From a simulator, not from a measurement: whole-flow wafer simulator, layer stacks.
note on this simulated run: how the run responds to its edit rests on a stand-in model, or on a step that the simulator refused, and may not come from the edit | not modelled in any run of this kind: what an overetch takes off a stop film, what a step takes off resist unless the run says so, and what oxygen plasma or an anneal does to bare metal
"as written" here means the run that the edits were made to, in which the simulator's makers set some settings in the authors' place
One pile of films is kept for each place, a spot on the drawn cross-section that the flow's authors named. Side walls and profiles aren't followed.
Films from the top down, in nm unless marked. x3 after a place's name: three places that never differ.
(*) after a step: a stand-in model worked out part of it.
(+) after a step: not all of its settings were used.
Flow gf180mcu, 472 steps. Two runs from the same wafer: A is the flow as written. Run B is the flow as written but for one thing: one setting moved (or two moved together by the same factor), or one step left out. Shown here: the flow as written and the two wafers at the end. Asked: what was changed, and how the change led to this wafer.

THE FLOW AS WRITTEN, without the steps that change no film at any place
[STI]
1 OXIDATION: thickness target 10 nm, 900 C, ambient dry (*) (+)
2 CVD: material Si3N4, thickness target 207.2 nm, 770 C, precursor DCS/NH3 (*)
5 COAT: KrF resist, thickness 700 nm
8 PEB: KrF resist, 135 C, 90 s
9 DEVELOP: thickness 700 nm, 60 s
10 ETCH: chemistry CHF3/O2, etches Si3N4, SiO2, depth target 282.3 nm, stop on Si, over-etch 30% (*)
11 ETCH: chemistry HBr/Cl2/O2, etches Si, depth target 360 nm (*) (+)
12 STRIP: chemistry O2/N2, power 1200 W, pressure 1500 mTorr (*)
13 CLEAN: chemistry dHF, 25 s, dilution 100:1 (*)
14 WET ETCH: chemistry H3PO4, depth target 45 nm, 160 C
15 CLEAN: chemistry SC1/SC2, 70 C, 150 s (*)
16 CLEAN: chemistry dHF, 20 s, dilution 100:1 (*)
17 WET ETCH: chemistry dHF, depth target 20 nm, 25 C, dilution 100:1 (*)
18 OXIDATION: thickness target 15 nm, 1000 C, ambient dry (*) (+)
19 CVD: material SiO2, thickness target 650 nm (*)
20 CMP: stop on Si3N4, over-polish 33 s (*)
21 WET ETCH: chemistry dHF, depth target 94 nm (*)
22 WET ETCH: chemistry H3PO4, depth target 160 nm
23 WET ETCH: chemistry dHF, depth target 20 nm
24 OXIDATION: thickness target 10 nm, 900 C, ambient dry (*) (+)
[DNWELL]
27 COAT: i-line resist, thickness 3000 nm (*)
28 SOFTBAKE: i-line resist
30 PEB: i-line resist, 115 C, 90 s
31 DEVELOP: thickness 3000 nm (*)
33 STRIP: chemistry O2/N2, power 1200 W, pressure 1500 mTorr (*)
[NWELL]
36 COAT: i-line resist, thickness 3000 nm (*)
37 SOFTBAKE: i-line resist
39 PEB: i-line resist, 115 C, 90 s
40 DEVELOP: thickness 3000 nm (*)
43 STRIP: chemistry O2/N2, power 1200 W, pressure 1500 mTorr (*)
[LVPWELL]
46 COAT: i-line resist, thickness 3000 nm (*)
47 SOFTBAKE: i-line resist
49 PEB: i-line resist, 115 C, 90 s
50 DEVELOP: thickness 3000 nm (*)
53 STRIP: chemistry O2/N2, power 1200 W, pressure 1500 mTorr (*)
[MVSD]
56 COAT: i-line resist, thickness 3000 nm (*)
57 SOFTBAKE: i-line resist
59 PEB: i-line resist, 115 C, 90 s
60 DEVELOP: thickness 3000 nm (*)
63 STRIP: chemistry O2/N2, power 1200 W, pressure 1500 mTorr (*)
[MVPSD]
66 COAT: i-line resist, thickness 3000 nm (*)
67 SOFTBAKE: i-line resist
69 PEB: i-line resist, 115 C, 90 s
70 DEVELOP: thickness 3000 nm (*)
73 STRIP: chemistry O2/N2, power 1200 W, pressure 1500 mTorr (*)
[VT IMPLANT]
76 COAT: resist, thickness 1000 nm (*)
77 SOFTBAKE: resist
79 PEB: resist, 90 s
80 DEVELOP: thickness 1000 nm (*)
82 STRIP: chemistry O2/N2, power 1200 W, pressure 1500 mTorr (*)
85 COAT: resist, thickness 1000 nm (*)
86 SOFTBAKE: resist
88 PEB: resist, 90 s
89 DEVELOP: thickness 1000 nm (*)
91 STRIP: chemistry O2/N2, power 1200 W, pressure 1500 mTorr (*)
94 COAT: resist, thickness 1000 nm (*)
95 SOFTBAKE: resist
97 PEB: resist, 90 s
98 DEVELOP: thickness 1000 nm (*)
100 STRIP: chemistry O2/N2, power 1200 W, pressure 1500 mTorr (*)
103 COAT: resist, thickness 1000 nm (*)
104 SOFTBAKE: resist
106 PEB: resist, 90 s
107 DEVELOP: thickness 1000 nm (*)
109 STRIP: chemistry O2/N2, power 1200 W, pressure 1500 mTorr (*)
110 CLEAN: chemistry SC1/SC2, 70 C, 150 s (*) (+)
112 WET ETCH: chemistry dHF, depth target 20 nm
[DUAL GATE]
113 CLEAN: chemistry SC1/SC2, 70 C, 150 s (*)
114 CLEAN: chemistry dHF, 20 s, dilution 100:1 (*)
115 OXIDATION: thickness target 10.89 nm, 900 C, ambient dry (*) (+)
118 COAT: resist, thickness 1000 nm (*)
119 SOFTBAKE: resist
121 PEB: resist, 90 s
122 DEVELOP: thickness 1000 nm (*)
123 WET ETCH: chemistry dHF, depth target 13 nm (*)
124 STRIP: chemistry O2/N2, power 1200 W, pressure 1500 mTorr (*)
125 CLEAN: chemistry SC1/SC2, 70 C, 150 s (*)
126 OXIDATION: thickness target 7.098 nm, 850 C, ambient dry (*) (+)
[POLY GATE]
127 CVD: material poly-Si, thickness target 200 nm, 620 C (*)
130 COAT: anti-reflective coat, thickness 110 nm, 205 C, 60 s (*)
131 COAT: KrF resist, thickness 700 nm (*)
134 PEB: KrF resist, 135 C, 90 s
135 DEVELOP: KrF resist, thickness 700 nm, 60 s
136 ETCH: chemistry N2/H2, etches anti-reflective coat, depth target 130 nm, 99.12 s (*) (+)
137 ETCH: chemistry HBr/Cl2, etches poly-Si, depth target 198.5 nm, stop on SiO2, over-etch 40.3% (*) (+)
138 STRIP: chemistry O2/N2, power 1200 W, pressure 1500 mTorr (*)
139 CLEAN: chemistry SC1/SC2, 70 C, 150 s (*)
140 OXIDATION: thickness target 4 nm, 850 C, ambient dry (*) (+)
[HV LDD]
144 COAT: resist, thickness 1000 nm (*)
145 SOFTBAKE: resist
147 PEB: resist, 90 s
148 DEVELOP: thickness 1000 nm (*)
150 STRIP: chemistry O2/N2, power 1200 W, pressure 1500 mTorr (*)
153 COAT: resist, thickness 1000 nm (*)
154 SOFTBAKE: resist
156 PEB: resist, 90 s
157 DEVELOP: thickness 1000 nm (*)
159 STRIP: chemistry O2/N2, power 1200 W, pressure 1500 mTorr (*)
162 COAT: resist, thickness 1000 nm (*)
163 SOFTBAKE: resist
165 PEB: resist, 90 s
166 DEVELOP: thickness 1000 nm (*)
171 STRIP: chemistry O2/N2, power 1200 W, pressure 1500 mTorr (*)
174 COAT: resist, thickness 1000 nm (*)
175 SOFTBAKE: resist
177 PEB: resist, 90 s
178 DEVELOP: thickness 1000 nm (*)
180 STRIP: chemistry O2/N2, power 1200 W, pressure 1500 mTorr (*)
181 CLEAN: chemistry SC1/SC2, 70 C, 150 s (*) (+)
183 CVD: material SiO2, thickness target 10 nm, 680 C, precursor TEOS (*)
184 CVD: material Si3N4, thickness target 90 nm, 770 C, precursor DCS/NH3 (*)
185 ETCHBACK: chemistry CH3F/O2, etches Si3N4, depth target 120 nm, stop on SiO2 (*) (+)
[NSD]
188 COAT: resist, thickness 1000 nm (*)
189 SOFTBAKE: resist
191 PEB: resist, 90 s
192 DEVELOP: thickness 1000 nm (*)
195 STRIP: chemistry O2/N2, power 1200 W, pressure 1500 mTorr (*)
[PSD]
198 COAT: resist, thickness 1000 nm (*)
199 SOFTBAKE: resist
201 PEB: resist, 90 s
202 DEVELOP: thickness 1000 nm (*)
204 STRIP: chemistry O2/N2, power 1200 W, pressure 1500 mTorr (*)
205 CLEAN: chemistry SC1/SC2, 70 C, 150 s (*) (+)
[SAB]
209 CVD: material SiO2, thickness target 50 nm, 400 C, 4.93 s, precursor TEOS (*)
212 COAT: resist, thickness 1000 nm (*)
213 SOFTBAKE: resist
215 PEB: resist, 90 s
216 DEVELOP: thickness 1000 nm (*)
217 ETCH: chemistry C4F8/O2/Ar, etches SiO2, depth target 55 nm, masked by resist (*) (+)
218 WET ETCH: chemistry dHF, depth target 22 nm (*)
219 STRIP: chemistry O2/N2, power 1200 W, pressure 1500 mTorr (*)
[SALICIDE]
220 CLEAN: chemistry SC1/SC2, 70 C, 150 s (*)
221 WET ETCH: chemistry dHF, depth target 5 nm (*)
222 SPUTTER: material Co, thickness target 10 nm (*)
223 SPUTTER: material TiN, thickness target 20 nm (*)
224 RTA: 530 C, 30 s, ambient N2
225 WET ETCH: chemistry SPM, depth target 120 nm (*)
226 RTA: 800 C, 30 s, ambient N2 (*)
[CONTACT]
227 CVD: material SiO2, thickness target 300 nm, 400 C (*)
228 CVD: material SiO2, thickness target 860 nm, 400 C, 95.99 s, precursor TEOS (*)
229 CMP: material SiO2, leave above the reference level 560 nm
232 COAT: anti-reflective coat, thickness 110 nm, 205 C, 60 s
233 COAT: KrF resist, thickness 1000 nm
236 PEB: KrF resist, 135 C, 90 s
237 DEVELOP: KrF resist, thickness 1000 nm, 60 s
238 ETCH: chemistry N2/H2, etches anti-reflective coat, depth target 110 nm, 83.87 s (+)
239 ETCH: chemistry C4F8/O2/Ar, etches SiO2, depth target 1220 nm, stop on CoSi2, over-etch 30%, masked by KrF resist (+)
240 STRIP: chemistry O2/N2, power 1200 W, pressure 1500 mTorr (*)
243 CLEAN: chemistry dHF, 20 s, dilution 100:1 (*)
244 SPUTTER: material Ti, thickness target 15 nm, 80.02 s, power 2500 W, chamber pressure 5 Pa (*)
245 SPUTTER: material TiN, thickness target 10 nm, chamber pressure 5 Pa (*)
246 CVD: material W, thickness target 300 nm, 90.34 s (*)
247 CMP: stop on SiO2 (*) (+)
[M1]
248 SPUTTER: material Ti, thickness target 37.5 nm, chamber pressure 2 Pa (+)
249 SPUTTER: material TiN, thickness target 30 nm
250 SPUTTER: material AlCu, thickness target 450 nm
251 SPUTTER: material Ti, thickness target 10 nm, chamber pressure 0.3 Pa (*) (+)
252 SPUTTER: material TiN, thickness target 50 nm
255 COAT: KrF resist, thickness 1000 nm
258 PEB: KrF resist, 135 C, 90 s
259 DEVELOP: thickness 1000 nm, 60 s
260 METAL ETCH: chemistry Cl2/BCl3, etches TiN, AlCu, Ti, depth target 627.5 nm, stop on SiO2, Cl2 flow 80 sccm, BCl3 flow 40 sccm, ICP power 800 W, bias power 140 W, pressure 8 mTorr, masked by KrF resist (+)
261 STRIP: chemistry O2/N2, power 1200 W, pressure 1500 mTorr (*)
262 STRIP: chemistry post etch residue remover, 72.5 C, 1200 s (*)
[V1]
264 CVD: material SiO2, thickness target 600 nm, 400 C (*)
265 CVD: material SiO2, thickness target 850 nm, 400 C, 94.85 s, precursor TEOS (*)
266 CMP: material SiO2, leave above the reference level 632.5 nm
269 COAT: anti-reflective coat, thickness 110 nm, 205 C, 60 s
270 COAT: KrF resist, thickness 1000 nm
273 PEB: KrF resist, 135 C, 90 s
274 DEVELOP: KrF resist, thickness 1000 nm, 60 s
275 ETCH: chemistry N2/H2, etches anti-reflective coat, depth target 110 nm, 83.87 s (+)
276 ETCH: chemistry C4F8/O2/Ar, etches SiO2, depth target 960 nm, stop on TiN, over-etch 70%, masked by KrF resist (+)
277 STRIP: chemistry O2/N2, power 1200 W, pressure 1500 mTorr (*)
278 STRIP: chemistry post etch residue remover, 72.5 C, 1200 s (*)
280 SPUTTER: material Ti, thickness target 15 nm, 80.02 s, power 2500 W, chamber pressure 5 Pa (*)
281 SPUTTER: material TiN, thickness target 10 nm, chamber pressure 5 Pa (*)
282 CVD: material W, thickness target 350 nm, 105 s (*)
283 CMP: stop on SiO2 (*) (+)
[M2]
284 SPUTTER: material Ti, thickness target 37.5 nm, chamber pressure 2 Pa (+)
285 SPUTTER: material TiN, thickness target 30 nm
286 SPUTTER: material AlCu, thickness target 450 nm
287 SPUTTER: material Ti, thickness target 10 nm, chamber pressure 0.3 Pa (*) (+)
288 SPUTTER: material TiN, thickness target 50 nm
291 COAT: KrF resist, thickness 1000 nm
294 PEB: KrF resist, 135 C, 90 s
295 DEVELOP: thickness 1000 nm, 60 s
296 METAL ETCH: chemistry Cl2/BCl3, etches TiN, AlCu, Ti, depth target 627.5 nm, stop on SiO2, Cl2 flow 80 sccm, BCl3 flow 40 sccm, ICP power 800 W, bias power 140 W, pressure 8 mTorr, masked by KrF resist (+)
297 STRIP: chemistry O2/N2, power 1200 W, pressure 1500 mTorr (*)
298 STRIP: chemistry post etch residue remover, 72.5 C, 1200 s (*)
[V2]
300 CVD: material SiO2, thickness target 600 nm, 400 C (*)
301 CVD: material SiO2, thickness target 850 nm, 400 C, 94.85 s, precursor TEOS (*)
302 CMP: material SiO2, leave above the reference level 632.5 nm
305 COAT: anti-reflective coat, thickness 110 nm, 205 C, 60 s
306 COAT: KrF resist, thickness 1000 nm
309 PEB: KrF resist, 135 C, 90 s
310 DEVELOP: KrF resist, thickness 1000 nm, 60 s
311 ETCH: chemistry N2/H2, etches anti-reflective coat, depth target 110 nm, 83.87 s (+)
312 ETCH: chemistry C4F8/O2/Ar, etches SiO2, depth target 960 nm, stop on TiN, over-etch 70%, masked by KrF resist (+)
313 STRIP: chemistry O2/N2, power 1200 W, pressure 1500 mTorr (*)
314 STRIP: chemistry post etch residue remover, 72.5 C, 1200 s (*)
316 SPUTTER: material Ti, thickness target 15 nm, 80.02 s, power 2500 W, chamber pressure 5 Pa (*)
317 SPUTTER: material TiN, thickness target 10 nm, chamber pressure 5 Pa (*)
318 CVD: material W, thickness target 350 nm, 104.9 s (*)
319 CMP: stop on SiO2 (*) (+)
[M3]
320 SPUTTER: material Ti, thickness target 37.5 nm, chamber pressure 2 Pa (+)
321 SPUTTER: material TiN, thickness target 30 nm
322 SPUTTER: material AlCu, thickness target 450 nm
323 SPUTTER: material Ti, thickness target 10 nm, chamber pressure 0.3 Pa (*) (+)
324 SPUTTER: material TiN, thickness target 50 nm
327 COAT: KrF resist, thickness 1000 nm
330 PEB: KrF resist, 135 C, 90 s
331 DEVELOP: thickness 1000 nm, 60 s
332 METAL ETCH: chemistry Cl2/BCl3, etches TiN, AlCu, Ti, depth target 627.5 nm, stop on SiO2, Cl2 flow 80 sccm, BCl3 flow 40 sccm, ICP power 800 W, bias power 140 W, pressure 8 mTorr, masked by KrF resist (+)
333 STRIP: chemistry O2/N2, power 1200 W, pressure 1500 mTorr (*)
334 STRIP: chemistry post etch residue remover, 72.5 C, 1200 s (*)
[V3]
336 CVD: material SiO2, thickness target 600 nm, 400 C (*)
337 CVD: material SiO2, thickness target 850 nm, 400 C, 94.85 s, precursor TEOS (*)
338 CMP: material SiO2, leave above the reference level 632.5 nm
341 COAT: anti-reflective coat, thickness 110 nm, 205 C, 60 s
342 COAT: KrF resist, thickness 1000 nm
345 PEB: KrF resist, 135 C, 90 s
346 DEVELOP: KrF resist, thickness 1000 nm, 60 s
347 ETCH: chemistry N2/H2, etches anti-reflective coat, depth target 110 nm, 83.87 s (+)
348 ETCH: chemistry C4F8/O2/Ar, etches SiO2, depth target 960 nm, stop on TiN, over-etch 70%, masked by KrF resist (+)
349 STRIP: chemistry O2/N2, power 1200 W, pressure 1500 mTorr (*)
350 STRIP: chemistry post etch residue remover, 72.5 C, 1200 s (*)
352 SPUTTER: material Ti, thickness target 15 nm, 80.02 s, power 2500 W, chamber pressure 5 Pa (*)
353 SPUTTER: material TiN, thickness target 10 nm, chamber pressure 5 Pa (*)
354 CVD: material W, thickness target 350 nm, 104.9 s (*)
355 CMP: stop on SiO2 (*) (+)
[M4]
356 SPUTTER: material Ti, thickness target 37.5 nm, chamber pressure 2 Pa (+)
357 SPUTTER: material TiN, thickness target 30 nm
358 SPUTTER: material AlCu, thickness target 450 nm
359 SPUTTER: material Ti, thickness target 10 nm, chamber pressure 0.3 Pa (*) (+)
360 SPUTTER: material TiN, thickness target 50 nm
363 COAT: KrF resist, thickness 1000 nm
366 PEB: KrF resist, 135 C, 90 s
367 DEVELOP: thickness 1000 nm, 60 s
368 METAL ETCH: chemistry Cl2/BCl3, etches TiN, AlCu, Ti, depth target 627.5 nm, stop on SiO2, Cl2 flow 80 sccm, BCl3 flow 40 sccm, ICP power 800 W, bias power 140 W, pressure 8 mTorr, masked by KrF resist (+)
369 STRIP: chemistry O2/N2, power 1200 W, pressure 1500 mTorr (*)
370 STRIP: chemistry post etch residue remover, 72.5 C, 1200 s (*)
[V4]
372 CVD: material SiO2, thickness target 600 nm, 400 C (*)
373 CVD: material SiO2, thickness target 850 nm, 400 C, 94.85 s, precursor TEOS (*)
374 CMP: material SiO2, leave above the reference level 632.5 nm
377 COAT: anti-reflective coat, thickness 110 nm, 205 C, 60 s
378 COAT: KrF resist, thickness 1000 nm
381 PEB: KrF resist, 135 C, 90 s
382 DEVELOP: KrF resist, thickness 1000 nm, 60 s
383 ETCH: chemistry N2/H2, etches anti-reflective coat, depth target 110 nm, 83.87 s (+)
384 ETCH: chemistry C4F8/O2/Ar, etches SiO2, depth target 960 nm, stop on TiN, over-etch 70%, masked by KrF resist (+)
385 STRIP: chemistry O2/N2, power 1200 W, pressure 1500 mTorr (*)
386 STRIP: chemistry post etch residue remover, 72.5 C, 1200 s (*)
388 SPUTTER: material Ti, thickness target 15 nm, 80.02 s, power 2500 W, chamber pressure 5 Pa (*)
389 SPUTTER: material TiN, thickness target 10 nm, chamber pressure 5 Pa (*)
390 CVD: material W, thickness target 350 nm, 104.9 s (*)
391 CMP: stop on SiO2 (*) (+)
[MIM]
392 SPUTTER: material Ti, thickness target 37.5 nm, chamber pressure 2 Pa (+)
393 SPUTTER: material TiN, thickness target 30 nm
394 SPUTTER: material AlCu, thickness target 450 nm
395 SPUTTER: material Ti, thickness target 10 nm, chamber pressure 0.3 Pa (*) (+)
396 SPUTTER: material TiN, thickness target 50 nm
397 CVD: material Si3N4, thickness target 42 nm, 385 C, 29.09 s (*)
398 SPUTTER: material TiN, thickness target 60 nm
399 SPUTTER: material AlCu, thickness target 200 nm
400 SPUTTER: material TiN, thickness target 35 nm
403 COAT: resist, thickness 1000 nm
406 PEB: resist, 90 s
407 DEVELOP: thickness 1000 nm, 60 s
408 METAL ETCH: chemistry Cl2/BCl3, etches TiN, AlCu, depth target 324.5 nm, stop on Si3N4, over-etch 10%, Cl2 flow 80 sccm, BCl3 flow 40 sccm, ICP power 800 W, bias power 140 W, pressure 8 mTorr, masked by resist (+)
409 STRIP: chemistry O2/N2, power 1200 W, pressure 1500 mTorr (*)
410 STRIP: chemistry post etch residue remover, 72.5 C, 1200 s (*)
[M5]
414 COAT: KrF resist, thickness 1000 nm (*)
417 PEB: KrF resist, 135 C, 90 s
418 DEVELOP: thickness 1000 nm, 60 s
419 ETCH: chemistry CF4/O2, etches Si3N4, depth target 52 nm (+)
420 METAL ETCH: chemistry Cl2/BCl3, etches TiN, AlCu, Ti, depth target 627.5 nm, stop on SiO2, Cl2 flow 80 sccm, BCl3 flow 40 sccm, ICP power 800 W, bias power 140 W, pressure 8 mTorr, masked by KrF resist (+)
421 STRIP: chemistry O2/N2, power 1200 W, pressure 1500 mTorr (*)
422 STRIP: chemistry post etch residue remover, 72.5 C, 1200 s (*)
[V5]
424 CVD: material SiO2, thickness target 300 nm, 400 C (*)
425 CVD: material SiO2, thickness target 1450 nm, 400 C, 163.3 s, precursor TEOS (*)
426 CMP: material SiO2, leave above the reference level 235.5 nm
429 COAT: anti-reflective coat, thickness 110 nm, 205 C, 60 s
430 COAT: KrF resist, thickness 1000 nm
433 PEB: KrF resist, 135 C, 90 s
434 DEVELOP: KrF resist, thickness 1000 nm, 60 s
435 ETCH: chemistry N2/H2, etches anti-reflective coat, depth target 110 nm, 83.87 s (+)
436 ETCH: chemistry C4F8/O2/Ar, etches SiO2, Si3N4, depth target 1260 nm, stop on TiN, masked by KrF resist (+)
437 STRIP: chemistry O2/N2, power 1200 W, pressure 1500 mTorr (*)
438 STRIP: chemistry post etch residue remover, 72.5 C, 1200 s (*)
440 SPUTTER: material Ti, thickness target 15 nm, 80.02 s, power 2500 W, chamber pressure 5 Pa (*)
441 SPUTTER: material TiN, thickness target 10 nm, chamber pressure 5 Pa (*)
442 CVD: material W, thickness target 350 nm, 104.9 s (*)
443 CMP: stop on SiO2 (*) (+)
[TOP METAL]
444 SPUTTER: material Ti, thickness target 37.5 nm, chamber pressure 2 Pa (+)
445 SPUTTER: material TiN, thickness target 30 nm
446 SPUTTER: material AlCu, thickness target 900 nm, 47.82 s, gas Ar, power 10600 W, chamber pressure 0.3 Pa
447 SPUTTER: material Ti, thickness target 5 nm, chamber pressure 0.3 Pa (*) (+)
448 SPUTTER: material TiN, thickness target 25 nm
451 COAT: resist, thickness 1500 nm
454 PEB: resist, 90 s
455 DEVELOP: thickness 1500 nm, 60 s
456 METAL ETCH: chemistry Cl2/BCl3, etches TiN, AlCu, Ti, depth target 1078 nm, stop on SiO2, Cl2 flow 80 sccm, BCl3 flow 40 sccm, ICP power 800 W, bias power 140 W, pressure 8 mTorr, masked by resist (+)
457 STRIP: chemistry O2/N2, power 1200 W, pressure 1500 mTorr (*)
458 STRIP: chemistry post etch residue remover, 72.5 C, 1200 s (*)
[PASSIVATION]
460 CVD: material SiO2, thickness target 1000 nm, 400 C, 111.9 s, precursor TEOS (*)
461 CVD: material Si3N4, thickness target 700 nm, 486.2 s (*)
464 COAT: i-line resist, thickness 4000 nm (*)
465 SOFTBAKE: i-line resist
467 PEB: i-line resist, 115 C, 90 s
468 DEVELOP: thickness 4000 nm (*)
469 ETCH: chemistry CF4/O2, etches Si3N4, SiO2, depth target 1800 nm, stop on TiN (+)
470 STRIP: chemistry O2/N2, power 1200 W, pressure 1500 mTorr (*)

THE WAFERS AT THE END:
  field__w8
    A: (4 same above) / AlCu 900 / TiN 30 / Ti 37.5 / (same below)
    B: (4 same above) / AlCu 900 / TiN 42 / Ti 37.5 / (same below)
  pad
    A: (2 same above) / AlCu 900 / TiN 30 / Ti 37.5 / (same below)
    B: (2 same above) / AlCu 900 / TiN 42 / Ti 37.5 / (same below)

The cause: step 445, SPUTTER: thickness target 42 nm was run, where the flow has thickness target 30 nm.
It can be read off the wafer: field__w8 has TiN 42, and step 445 as written asks for 30 nm.

How the change led to this, step by step:
  445 SPUTTER: material TiN, thickness target 30 nm
      field, field__w1, field__w2 and 109 more: A TiN +30 (new film) | B TiN +42 (new film)
  456 METAL ETCH: chemistry Cl2/BCl3, etches TiN, AlCu, Ti, depth target 1078 nm, stop on SiO2, Cl2 flow 80 sccm, BCl3 flow 40 sccm, ICP power 800 W, bias power 140 W, pressure 8 mTorr, masked by resist (+)
      field, field__w1, field__w2 and 103 more: A TiN -25 (all of it), Ti -5 (all of it), AlCu -900 (all of it), TiN -30 (all of it), Ti -37.5 (all of it) | B TiN -25 (all of it), Ti -5 (all of it), AlCu -900 (all of it), TiN -42 (all of it), Ti -37.5 (all of it)
  465 SOFTBAKE: i-line resist
      field__w5, field__w9: A i-line resist +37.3 | B i-line resist +30.7
      field__w11, field__w13: A i-line resist +37.9 | B i-line resist +31.8
      (and at 56 more places)
